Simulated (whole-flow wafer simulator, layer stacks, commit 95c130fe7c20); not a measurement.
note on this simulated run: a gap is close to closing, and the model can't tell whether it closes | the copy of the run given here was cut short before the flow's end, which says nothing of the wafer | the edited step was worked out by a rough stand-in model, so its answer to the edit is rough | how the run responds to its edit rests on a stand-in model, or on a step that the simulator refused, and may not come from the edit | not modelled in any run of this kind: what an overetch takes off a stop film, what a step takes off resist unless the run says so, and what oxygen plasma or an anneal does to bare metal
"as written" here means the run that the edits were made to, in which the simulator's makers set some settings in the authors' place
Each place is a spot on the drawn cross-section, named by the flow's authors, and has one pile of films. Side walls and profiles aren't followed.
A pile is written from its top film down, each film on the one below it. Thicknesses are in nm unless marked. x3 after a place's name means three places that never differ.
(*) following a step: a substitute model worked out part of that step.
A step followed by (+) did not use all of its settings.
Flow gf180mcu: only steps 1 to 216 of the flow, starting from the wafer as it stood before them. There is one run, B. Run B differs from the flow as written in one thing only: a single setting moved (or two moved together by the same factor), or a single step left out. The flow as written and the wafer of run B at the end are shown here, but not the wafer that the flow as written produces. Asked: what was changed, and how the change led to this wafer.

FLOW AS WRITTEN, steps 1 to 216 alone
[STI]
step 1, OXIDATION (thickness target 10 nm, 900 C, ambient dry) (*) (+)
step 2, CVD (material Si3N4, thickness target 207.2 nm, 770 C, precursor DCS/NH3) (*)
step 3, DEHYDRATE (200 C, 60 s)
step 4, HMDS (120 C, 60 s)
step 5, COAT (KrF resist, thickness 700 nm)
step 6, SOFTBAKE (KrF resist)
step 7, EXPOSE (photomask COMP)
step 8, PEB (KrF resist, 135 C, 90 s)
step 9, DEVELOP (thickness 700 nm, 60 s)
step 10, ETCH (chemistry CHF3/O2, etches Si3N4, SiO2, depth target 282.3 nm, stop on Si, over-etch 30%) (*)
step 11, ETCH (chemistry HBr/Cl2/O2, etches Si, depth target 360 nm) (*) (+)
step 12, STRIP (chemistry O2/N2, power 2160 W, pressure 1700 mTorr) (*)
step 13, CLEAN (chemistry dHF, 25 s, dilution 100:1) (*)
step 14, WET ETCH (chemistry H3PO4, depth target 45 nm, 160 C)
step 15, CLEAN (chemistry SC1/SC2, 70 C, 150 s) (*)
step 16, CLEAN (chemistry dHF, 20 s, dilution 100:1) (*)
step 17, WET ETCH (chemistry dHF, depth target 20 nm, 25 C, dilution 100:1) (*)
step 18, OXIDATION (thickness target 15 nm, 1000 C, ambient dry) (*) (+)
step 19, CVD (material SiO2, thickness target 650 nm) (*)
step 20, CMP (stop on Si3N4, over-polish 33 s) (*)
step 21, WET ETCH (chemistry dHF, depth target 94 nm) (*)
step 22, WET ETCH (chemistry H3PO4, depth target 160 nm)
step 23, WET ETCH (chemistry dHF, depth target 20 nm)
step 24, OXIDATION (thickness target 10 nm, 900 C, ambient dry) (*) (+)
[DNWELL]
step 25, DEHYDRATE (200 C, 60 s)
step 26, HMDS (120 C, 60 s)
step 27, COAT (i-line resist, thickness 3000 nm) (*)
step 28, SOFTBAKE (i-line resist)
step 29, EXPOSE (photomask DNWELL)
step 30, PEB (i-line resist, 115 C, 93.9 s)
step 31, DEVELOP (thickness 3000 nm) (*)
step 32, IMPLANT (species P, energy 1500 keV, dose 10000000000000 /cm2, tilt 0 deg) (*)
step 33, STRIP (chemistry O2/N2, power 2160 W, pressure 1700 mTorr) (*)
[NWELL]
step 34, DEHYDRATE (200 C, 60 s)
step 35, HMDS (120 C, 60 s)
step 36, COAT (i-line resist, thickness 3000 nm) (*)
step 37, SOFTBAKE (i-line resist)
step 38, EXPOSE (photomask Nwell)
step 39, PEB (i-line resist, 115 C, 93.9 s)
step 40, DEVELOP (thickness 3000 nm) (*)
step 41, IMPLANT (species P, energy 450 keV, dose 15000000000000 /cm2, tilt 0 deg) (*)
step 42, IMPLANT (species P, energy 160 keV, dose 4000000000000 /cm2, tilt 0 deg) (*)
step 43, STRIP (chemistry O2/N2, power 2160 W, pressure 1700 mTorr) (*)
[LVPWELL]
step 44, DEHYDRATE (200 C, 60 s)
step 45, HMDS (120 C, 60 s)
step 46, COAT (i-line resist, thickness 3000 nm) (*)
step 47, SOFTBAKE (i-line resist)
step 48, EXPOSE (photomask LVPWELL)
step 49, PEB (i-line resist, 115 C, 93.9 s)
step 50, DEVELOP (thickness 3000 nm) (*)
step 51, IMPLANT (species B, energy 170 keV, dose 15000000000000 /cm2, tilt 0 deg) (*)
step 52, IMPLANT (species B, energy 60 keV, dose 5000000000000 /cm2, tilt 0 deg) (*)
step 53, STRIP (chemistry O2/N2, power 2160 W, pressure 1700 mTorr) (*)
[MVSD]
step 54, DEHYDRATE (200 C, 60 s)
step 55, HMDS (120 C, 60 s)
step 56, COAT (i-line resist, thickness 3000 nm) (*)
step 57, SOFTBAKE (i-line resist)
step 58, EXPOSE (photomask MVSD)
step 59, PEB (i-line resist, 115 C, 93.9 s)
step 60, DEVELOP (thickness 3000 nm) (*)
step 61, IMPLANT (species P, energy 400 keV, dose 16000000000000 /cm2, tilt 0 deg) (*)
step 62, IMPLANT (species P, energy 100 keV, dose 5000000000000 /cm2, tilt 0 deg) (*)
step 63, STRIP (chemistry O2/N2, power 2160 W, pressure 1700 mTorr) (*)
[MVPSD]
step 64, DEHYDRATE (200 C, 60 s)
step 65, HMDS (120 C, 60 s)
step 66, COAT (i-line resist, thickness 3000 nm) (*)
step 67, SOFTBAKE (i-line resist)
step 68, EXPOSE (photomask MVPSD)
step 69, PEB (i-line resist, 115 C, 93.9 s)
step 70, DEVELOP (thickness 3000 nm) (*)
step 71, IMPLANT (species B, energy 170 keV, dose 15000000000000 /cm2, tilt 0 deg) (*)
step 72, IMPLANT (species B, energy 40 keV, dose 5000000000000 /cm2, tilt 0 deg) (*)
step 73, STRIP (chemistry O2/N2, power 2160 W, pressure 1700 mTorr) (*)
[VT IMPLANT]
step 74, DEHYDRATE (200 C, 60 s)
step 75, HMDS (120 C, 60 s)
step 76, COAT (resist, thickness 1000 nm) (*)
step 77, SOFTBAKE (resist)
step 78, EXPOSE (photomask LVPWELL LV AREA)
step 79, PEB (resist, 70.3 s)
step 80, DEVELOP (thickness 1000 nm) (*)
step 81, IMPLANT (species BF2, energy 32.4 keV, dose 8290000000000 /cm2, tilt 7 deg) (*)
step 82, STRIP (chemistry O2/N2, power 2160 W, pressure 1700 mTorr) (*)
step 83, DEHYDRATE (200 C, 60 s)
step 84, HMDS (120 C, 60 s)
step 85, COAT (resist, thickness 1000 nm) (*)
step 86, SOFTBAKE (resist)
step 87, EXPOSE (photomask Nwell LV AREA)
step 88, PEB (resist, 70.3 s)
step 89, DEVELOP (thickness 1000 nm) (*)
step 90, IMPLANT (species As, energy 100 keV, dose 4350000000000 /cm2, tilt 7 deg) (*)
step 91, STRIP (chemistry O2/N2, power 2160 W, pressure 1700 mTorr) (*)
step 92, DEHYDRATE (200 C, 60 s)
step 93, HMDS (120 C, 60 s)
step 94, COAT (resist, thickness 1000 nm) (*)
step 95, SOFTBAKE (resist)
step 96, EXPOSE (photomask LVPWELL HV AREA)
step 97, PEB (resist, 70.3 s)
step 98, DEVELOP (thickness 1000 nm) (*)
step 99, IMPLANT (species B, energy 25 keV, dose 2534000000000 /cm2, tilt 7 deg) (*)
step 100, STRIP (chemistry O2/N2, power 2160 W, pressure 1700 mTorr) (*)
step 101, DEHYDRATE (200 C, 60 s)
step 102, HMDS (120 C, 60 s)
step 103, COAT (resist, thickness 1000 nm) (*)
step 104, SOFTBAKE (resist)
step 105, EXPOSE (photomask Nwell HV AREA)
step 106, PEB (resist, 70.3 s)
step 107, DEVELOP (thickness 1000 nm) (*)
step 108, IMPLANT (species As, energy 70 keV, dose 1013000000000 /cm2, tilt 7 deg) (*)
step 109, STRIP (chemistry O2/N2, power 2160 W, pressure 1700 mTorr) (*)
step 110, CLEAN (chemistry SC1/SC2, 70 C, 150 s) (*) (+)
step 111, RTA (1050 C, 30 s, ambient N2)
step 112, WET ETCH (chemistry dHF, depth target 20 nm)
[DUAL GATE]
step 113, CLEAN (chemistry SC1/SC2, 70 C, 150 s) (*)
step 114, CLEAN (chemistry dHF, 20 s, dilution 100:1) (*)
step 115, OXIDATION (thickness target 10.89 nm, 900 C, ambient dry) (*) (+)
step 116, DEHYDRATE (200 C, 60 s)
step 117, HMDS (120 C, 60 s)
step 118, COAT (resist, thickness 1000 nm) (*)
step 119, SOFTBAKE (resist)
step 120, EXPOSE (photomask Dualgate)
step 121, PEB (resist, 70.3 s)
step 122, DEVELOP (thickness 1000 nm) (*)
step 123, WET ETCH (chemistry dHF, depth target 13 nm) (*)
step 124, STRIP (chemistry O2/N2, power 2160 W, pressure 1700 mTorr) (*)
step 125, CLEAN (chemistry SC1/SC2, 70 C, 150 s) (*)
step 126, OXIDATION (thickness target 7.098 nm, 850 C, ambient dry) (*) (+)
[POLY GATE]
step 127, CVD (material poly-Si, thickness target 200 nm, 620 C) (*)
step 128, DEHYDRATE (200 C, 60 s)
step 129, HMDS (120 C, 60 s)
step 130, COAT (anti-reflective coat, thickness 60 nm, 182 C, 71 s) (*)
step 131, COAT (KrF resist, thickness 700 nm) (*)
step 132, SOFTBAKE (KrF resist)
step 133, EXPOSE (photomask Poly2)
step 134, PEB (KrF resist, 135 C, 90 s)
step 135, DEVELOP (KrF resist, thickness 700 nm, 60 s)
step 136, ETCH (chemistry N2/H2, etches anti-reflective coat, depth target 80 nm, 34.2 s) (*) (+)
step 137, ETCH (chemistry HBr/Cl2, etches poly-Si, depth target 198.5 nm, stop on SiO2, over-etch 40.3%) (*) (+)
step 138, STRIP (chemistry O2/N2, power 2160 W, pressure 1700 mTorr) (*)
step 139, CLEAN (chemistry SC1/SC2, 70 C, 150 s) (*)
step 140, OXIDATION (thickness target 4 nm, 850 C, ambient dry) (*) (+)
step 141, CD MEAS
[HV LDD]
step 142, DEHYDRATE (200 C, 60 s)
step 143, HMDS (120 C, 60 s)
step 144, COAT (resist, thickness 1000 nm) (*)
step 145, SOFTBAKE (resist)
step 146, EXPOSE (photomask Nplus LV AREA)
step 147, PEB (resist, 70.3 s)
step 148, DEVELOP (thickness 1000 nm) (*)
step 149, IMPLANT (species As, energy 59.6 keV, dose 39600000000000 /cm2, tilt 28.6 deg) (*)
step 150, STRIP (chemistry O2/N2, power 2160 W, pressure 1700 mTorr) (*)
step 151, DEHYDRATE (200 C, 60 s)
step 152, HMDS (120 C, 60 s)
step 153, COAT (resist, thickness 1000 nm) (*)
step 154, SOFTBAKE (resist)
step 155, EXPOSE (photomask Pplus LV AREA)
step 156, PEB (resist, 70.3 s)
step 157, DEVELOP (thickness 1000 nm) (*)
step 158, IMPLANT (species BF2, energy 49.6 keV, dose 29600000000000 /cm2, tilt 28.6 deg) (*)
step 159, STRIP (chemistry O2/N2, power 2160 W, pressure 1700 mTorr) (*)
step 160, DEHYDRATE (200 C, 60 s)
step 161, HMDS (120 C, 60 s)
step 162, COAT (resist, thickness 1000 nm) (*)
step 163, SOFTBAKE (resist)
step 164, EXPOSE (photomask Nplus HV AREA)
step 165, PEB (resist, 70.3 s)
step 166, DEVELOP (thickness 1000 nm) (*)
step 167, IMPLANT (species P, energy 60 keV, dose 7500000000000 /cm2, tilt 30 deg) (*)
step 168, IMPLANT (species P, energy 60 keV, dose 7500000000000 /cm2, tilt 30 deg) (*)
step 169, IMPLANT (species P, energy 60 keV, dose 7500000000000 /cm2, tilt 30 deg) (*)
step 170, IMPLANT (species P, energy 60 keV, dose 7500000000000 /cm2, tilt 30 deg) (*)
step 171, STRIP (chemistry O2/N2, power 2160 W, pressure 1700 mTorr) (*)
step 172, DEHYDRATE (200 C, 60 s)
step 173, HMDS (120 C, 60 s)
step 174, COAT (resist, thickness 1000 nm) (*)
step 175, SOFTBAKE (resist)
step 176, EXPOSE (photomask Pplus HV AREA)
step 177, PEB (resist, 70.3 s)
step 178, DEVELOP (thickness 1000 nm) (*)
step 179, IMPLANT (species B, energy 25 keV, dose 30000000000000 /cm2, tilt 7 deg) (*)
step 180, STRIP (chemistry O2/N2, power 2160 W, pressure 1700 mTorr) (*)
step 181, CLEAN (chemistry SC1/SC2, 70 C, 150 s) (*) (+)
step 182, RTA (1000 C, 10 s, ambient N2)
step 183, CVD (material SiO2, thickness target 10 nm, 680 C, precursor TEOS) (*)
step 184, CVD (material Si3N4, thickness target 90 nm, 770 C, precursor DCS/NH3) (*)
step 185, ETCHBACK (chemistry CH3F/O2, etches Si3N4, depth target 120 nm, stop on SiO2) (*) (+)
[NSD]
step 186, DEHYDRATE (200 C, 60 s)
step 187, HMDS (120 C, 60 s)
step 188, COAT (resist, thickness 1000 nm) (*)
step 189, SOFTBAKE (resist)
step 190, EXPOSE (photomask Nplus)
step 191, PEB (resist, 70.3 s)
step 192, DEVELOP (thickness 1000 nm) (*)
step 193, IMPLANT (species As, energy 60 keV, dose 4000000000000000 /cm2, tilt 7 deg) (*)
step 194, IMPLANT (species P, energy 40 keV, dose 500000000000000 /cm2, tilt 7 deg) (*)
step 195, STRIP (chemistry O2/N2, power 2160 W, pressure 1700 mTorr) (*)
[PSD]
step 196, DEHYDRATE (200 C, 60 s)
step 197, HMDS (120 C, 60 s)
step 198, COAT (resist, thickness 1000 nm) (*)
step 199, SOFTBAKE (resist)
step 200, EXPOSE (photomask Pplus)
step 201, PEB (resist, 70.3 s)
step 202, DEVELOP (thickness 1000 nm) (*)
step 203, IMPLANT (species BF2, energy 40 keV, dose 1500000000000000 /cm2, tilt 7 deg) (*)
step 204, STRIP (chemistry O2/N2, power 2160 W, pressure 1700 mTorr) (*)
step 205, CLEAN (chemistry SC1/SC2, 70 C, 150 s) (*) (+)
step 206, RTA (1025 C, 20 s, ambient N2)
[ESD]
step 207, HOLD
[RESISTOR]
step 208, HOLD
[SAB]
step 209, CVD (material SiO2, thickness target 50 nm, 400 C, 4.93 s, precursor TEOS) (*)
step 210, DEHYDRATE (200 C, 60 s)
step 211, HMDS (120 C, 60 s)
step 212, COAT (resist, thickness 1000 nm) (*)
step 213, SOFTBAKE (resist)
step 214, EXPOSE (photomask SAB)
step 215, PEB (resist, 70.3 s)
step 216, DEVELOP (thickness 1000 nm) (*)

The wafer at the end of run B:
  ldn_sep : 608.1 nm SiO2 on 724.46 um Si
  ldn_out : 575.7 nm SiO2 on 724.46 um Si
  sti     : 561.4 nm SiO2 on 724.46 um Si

What caused this: step 11, ETCH: depth target 531 nm was run, though the flow has depth target 360 nm.

How this came from the change, step by step:
  step 11, ETCH (chemistry HBr/Cl2/O2, etches Si, depth target 360 nm) (*) (+)
      active, n_well, p_well and 40 more: -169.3 KrF resist (in the flow as written it would be: -112.3 KrF resist)
      field, field_sub, sti and 34 more: -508 Si (in the flow as written it would be: -337 Si)
  step 12, STRIP (chemistry O2/N2, power 2160 W, pressure 1700 mTorr) (*)
      active, n_well, p_well and 40 more: -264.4 KrF resist (all of it) (in the flow as written it would be: -321.4 KrF resist (all of it))
  step 19, CVD (material SiO2, thickness target 650 nm) (*)
      m1, ld_fp_n, ld_drift_n and 8 more: +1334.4 SiO2 (in the flow as written it would be: +1163.4 SiO2)
  step 20, CMP (stop on Si3N4, over-polish 33 s) (*)
      sti, mim_1p0 x3, iso_nw_fld and 9 more: nothing (in the flow as written it would be: -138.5 SiO2)
      nw_enc_fld, nw_enc_fld_lv: nothing (in the flow as written it would be: -142.5 SiO2)
      (also at 10 further places)
  step 28, SOFTBAKE (i-line resist)
      n_well: -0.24 i-line resist (in the flow as written it would be: +1.18 i-line resist)
      gate_p: nothing (in the flow as written it would be: +1.26 i-line resist)
      (also at 60 further places)
  step 37, SOFTBAKE (i-line resist)
      n_well: -0.24 i-line resist (in the flow as written it would be: +1.18 i-line resist)
      gate_p: nothing (in the flow as written it would be: +1.26 i-line resist)
      (also at 60 further places)
  step 47, SOFTBAKE (i-line resist)
      n_well: -0.24 i-line resist (in the flow as written it would be: +1.18 i-line resist)
      gate_p: nothing (in the flow as written it would be: +1.26 i-line resist)
      (also at 60 further places)
  step 57, SOFTBAKE (i-line resist)
      n_well: -0.24 i-line resist (in the flow as written it would be: +1.18 i-line resist)
      gate_p: nothing (in the flow as written it would be: +1.26 i-line resist)
      (also at 60 further places)
  step 67, SOFTBAKE (i-line resist)
      n_well: -0.24 i-line resist (in the flow as written it would be: +1.18 i-line resist)
      gate_p: nothing (in the flow as written it would be: +1.26 i-line resist)
      (also at 60 further places)
  step 76, COAT (resist, thickness 1000 nm) (*)
      p_well, spacer, sd_n: +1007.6 resist (new film) (in the flow as written it would be: +1033.8 resist (new film))
      iso_ptap_pw: +1006.3 resist (new film) (in the flow as written it would be: +1029.1 resist (new film))
      (also at 4 further places)
  step 77, SOFTBAKE (resist)
      field: nothing (in the flow as written it would be: -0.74 resist)
      field_sub__w3: +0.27 resist (in the flow as written it would be: -0.83 resist)
      (also at 38 further places)
  step 80, DEVELOP (thickness 1000 nm) (*)
      p_well, spacer, sd_n: -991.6 resist (all of it) (in the flow as written it would be: -1017.4 resist (all of it))
      iso_ptap_pw: -990.5 resist (all of it) (in the flow as written it would be: -1013.3 resist (all of it))
  step 82, STRIP (chemistry O2/N2, power 2160 W, pressure 1700 mTorr) (*)
      iso_ntap_nw: -990.2 resist (all of it) (in the flow as written it would be: -1011.9 resist (all of it))
      iso_ptap_sub: -989.8 resist (all of it) (in the flow as written it would be: -1013.6 resist (all of it))
      (also at 2 further places)
  step 85, COAT (resist, thickness 1000 nm) (*)
      p_well, spacer, sd_n: +1007.6 resist (new film) (in the flow as written it would be: +1033.8 resist (new film))
      iso_ptap_pw: +1006.3 resist (new film) (in the flow as written it would be: +1029.1 resist (new film))
      (also at 4 further places)
  step 86, SOFTBAKE (resist)
      field: nothing (in the flow as written it would be: -0.74 resist)
      field_sub__w3: +0.27 resist (in the flow as written it would be: -0.83 resist)
      (also at 38 further places)
  step 89, DEVELOP (thickness 1000 nm) (*)
      iso_ntap_nw: -990.2 resist (all of it) (in the flow as written it would be: -1011.9 resist (all of it))
      vpnp_e: -990.1 resist (all of it) (in the flow as written it would be: -1011.4 resist (all of it))
  ... 47 further steps ...
  step 216, DEVELOP (thickness 1000 nm) (*)
      p_well, sd_n: -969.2 resist (all of it) (in the flow as written it would be: -996.4 resist (all of it))
      field__w6: -1065.3 resist (all of it) (in the flow as written it would be: -1026.2 resist (all of it))
      (also at 14 further places)
